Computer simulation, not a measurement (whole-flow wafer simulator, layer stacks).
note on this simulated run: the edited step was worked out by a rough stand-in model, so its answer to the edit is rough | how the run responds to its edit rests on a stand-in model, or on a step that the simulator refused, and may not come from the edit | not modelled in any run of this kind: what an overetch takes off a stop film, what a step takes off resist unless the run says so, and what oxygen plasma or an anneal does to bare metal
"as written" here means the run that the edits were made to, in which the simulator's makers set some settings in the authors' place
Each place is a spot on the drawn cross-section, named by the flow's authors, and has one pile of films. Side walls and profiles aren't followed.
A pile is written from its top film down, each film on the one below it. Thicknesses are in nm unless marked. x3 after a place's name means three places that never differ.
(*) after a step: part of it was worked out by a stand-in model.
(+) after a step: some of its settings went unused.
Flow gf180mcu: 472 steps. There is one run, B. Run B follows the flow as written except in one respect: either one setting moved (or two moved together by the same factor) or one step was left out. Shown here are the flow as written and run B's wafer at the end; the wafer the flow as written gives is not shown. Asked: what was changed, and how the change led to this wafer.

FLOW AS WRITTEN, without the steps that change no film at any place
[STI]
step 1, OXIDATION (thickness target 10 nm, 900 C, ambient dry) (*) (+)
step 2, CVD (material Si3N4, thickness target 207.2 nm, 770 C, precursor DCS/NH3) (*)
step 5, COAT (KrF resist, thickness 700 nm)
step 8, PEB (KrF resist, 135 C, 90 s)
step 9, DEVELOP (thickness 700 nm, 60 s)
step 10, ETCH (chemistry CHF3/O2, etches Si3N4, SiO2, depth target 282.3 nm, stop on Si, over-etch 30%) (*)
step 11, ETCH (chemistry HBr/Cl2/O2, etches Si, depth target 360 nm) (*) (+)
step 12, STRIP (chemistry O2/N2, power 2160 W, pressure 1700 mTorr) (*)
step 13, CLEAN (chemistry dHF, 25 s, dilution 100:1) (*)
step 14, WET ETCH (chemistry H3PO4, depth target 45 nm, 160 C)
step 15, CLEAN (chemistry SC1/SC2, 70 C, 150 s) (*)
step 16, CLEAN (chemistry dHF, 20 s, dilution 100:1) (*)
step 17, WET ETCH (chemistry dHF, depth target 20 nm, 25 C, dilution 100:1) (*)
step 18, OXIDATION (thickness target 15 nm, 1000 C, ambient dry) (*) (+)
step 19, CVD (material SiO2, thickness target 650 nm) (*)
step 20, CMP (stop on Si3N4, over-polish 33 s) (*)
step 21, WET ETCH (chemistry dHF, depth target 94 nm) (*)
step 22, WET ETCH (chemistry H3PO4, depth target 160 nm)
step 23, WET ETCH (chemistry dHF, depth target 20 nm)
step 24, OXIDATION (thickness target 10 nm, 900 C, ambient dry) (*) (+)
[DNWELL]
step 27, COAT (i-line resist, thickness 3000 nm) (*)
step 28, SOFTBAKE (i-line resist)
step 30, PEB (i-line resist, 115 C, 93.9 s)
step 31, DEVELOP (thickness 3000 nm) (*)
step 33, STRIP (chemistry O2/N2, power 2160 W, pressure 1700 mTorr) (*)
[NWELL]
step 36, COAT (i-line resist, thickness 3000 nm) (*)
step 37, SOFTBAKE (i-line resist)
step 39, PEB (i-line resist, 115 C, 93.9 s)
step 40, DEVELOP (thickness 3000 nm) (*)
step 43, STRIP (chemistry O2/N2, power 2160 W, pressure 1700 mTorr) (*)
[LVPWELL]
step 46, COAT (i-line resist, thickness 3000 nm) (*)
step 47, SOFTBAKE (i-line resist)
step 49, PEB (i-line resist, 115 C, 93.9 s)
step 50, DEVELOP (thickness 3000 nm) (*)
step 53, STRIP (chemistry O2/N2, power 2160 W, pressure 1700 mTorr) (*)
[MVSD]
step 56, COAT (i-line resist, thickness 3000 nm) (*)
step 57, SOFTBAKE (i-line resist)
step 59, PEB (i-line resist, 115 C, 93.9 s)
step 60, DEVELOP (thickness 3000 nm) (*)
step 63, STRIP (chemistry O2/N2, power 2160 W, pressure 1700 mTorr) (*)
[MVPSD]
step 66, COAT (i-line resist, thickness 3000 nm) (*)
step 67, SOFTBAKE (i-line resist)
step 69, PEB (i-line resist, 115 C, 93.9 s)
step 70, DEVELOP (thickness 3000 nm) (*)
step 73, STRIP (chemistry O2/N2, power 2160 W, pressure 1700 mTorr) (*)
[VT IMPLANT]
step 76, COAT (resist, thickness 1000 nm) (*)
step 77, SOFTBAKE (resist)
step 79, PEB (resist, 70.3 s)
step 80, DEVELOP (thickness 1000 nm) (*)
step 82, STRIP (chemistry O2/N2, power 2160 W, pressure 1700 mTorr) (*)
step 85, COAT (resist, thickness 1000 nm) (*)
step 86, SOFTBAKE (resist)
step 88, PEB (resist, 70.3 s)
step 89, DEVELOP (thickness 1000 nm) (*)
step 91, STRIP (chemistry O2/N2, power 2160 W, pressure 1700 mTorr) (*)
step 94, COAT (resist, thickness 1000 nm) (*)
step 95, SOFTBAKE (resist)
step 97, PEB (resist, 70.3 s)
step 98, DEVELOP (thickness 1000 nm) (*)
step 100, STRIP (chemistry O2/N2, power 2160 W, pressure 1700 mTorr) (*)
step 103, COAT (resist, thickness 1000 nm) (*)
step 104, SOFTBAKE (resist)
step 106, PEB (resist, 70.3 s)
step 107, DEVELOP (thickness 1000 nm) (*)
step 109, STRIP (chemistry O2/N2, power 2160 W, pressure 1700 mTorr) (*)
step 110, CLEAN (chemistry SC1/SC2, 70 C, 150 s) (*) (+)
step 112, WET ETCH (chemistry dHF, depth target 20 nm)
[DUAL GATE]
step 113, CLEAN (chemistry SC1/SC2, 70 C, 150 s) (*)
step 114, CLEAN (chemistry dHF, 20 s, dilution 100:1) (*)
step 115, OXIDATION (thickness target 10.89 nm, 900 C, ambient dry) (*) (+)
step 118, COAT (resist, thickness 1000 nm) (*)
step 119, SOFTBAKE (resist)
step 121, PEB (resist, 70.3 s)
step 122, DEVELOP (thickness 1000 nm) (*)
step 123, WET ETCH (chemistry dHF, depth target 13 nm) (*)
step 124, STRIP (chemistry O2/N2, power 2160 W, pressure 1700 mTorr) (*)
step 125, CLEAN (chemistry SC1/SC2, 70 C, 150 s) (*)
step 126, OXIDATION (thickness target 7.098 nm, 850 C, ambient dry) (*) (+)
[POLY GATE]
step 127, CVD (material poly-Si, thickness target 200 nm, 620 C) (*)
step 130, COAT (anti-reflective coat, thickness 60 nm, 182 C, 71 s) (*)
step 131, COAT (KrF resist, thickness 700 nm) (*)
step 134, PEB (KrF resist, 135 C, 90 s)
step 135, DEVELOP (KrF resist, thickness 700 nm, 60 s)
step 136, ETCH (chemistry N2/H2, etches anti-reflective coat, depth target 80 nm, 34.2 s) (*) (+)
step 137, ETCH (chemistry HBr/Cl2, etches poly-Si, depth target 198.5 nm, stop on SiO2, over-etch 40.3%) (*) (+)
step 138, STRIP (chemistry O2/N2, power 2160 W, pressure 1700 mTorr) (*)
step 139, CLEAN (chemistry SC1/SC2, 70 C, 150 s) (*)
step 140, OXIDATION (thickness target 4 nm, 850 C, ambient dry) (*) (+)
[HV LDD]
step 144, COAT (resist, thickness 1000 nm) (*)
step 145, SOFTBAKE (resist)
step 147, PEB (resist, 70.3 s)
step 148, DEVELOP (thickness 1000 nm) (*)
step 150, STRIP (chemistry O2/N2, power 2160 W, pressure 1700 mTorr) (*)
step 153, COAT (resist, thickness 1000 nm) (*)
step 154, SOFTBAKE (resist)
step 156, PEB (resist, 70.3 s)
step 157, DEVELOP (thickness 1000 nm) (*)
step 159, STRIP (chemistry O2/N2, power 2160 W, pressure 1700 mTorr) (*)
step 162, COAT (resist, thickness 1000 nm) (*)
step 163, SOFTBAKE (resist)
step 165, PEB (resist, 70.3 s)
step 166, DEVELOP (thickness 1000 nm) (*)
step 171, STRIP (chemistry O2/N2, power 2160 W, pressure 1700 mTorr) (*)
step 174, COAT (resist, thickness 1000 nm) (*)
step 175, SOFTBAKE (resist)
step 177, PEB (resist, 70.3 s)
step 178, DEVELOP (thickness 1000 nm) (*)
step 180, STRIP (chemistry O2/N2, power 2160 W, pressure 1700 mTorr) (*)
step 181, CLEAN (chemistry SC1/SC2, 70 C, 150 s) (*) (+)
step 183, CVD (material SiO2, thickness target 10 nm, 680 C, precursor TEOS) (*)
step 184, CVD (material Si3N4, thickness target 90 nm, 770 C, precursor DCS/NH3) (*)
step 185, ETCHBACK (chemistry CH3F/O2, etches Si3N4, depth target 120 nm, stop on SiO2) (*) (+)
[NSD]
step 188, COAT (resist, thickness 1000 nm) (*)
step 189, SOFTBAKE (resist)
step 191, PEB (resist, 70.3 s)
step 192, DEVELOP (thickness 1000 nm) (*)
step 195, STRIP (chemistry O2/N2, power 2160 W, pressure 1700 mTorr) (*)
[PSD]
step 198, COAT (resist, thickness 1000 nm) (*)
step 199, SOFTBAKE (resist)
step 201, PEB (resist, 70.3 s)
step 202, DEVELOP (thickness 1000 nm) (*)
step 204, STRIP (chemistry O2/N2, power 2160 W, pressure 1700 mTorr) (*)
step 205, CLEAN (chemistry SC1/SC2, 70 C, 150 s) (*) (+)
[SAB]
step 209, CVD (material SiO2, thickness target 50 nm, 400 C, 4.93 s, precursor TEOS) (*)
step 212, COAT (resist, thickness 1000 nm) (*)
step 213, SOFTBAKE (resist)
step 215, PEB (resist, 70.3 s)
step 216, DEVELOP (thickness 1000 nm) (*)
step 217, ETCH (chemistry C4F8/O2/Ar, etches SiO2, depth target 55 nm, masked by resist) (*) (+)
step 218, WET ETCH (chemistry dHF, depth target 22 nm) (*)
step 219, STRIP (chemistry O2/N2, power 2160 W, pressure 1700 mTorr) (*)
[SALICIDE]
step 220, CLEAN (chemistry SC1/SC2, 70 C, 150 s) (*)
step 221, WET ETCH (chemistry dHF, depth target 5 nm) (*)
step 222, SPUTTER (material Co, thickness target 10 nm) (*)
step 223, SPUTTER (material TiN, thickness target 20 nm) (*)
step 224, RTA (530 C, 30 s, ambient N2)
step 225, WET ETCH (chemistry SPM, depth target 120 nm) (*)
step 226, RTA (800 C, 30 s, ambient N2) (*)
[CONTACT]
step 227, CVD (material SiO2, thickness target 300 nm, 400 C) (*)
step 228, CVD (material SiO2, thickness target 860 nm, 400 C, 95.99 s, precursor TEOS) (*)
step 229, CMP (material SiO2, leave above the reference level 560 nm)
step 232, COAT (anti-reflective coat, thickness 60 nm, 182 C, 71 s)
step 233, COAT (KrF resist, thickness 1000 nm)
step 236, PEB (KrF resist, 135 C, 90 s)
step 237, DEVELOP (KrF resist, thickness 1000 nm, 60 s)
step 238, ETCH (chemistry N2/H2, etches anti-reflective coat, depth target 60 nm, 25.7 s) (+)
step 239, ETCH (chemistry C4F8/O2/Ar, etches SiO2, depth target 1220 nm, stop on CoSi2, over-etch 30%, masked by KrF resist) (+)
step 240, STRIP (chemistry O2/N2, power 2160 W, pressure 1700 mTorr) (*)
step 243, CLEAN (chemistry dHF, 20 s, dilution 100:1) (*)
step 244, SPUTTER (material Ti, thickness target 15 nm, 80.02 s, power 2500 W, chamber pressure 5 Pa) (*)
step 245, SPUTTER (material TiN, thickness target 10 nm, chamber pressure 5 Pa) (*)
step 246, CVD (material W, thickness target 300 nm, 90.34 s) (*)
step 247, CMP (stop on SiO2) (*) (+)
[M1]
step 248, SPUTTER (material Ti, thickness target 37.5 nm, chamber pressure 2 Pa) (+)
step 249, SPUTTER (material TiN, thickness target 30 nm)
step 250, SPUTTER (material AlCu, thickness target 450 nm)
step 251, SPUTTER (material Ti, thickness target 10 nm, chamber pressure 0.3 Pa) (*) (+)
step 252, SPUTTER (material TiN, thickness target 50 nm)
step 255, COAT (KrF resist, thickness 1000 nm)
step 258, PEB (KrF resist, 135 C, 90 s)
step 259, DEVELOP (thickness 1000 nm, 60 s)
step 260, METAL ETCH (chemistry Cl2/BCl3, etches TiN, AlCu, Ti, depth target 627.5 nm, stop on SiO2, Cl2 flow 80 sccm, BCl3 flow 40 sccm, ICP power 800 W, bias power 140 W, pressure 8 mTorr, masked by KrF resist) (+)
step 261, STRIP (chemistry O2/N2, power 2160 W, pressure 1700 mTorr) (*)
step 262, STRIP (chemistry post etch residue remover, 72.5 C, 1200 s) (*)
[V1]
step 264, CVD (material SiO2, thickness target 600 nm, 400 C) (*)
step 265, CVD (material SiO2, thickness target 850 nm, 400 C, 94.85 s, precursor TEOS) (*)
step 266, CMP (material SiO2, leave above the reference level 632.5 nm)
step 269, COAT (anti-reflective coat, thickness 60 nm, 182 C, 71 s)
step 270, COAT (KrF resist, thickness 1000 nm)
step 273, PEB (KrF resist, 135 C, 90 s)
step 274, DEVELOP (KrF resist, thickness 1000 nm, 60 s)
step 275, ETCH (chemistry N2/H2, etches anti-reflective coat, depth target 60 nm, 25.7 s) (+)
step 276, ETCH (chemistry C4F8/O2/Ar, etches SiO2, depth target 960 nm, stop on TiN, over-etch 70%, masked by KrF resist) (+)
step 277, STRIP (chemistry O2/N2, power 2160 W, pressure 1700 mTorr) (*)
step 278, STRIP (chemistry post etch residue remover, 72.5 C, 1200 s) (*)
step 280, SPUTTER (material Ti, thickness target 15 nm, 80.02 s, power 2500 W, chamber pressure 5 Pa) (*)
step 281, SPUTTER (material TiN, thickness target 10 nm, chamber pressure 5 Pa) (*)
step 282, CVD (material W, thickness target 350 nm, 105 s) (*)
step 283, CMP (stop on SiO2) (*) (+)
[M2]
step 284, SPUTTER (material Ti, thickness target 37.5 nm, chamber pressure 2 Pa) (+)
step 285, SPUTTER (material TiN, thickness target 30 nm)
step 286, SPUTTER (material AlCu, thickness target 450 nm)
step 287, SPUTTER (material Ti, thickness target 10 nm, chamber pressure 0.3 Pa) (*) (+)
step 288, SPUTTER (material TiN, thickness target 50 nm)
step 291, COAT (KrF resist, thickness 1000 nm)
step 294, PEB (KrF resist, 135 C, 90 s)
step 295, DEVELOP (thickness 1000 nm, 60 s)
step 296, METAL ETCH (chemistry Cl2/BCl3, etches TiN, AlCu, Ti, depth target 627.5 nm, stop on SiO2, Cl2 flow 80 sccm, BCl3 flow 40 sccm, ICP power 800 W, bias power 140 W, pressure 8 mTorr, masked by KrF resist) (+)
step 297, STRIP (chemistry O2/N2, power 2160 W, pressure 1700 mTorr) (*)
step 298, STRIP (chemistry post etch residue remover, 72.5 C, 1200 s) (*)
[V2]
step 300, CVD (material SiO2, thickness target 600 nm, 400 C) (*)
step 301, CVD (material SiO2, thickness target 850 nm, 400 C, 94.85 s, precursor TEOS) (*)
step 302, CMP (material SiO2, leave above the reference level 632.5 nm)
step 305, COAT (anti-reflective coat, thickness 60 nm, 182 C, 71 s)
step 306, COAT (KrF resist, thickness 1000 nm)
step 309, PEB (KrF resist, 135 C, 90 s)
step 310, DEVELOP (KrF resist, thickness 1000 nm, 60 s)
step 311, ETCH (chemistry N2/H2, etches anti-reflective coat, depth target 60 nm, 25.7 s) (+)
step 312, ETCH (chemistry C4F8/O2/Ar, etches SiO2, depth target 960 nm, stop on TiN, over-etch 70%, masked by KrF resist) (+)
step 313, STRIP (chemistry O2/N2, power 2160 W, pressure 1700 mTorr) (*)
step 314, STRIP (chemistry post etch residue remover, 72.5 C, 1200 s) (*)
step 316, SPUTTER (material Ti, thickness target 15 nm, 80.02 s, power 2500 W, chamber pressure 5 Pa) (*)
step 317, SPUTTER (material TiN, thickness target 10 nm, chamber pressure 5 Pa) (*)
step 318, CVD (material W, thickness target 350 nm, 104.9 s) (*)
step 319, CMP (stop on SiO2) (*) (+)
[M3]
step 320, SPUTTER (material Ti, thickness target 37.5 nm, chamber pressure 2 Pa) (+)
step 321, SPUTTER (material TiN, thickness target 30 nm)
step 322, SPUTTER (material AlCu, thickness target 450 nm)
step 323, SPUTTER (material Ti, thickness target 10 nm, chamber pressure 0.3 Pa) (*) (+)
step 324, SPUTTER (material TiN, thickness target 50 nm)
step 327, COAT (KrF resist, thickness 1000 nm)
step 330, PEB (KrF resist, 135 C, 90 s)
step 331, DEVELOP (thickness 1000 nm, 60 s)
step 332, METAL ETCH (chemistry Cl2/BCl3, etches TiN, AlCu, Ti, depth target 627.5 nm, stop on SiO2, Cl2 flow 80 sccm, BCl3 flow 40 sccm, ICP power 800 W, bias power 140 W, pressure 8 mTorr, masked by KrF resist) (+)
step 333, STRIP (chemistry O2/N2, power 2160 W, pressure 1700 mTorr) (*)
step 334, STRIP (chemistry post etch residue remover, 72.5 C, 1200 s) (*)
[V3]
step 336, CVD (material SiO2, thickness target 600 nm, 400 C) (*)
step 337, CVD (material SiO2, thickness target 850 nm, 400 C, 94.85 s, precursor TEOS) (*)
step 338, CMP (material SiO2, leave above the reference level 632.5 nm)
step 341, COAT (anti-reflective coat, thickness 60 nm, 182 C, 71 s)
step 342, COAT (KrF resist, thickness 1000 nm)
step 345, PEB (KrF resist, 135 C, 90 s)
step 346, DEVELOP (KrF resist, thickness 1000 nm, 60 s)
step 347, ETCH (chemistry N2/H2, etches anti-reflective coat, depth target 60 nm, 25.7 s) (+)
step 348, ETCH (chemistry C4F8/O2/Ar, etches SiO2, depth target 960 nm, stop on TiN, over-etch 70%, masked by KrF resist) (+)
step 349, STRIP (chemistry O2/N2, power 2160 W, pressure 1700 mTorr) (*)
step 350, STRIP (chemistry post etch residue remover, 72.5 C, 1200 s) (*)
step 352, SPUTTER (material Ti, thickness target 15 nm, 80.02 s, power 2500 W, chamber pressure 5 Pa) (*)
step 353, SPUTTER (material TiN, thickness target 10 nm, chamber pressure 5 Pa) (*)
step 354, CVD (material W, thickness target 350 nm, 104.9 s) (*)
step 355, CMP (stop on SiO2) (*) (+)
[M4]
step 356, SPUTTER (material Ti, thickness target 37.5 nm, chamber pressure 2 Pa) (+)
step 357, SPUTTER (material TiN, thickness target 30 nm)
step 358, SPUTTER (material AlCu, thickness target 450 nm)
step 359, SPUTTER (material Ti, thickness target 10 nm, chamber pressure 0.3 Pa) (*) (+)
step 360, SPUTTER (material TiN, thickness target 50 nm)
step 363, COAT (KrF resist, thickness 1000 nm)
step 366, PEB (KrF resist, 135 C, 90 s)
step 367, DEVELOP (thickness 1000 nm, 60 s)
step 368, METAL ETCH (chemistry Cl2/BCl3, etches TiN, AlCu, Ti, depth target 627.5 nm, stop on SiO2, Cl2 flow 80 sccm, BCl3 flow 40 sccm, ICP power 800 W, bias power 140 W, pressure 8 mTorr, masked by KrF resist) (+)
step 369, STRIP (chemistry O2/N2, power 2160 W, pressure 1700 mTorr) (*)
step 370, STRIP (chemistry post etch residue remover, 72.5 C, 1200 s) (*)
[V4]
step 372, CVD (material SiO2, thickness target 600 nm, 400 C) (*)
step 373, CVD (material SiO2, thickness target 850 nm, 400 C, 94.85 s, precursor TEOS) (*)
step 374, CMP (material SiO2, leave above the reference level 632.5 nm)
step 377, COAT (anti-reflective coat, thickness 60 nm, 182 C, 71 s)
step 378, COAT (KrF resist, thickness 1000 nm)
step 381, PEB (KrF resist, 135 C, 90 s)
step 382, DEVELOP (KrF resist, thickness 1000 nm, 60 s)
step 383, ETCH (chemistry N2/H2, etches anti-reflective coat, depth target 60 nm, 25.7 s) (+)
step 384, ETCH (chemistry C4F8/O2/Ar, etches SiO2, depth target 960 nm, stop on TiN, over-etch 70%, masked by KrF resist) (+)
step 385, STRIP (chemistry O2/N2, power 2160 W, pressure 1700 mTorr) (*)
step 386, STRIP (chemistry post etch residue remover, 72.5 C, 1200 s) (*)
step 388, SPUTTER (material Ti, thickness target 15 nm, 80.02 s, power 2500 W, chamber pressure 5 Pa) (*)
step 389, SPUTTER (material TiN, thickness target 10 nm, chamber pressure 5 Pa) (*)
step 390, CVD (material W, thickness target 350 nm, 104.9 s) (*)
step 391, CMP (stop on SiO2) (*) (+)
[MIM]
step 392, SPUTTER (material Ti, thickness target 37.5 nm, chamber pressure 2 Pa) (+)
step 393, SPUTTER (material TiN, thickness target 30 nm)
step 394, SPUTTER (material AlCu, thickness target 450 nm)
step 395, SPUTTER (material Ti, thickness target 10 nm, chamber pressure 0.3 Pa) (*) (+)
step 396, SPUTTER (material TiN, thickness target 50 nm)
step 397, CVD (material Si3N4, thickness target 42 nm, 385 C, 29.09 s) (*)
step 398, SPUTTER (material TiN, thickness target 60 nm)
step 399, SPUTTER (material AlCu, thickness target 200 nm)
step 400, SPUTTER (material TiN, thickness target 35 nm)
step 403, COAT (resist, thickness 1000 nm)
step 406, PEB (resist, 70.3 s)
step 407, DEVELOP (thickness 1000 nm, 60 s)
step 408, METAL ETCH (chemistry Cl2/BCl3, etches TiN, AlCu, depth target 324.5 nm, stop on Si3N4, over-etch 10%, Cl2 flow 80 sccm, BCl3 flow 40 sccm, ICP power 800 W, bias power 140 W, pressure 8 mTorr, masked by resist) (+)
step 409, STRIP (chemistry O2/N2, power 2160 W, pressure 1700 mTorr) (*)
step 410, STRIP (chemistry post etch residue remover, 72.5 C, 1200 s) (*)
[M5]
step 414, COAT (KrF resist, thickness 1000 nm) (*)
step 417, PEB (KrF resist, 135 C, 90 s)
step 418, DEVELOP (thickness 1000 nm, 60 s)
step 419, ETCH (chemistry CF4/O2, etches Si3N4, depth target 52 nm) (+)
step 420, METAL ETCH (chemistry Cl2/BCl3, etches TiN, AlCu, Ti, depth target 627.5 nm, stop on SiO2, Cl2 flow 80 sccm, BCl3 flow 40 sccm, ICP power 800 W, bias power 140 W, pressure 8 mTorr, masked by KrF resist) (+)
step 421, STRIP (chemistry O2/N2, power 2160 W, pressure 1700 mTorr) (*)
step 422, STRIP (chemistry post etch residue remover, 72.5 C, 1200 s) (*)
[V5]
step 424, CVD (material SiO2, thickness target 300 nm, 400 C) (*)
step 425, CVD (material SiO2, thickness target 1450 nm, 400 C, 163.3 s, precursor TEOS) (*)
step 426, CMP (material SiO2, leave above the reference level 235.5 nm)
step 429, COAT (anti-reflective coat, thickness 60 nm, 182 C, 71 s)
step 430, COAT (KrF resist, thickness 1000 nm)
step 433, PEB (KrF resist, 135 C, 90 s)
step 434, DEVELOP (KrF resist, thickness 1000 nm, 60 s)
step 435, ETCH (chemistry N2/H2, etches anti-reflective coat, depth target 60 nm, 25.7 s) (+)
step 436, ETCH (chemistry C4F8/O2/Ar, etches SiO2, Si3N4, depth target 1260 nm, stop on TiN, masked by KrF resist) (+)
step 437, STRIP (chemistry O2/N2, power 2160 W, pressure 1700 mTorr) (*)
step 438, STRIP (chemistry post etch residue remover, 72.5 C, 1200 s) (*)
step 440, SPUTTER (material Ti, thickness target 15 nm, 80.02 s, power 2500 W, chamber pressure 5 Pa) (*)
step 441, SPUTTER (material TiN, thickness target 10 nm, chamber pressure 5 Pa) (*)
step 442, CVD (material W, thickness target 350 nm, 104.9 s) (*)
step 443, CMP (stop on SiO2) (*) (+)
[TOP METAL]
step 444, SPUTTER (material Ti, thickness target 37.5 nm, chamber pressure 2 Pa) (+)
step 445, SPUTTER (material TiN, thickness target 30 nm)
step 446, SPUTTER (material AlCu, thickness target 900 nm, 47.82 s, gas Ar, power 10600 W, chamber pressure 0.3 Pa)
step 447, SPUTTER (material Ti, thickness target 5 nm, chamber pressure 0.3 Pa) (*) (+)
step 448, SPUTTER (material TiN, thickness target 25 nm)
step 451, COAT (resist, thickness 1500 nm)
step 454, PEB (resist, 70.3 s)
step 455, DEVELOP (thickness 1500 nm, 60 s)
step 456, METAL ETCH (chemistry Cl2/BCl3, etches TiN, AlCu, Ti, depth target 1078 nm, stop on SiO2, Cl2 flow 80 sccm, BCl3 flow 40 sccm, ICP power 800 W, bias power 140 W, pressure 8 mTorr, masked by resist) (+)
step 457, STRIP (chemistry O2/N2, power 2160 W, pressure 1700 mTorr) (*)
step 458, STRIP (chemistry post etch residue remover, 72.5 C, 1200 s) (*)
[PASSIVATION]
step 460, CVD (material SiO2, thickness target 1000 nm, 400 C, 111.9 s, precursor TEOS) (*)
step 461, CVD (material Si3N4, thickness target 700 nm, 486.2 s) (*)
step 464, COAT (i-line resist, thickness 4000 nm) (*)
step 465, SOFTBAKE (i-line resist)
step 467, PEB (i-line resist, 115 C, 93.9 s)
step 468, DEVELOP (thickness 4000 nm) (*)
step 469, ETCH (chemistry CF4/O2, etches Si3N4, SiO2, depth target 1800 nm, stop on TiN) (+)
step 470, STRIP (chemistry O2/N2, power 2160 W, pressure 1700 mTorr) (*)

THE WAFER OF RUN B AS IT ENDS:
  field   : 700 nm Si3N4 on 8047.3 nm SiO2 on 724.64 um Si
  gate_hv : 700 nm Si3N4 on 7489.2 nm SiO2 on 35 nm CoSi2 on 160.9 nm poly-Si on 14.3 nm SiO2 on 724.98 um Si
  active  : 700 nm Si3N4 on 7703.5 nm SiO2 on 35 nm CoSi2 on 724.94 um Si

Cause: step 227, CVD: thickness target 120 nm was run, though the flow has thickness target 300 nm.

The path from the change to this, step by step:
  step 227, CVD (material SiO2, thickness target 300 nm, 400 C) (*)
      field, field__w1, field__w2 and 58 more: +120 SiO2 (in the flow as written it would be: +300 SiO2)
      active, p_well, gate and 47 more: +120 SiO2 (new film) (in the flow as written it would be: +300 SiO2 (new film))
  step 228, CVD (material SiO2, thickness target 860 nm, 400 C, 95.99 s, precursor TEOS) (*)
      field__w3, field__w12: +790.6 SiO2 (in the flow as written it would be: +807.3 SiO2)
  step 229, CMP (material SiO2, leave above the reference level 560 nm)
      ld_drift_p, ld_drn_p: -437.6 SiO2 (in the flow as written it would be: -425.8 SiO2)
      nw_enc_fld_lv__w1, nw_enc_fld_lv__w4: -323.8 SiO2 (in the flow as written it would be: -332.2 SiO2)
      (as well as at 7 more places)
  step 239, ETCH (chemistry C4F8/O2/Ar, etches SiO2, depth target 1220 nm, stop on CoSi2, over-etch 30%, masked by KrF resist) (+)
      field, field__w1, field__w2 and 105 more: -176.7 KrF resist (in the flow as written it would be: -223.5 KrF resist)
      polyc_n, polyc_p: -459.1 SiO2 (all of it) (in the flow as written it would be: -639.1 SiO2 (all of it))
      (as well as at 1 more place)
  step 240, STRIP (chemistry O2/N2, power 2160 W, pressure 1700 mTorr) (*)
      field, field__w1, field__w2 and 105 more: -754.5 KrF resist (all of it), -60 anti-reflective coat (all of it) (in the flow as written it would be: -707.7 KrF resist (all of it), -60 anti-reflective coat (all of it))
  step 244, SPUTTER (material Ti, thickness target 15 nm, 80.02 s, power 2500 W, chamber pressure 5 Pa) (*)
      contact: +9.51 Ti (new film) (in the flow as written it would be: +8.55 Ti (new film))
  step 245, SPUTTER (material TiN, thickness target 10 nm, chamber pressure 5 Pa) (*)
      contact: +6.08 TiN (new film) (in the flow as written it would be: +5.48 TiN (new film))
  step 246, CVD (material W, thickness target 300 nm, 90.34 s) (*)
      polyc_n, polyc_p: +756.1 W (new film) (in the flow as written it would be: +936.1 W (new film))
      contact: +986 W (new film) (in the flow as written it would be: +1167.5 W (new film))
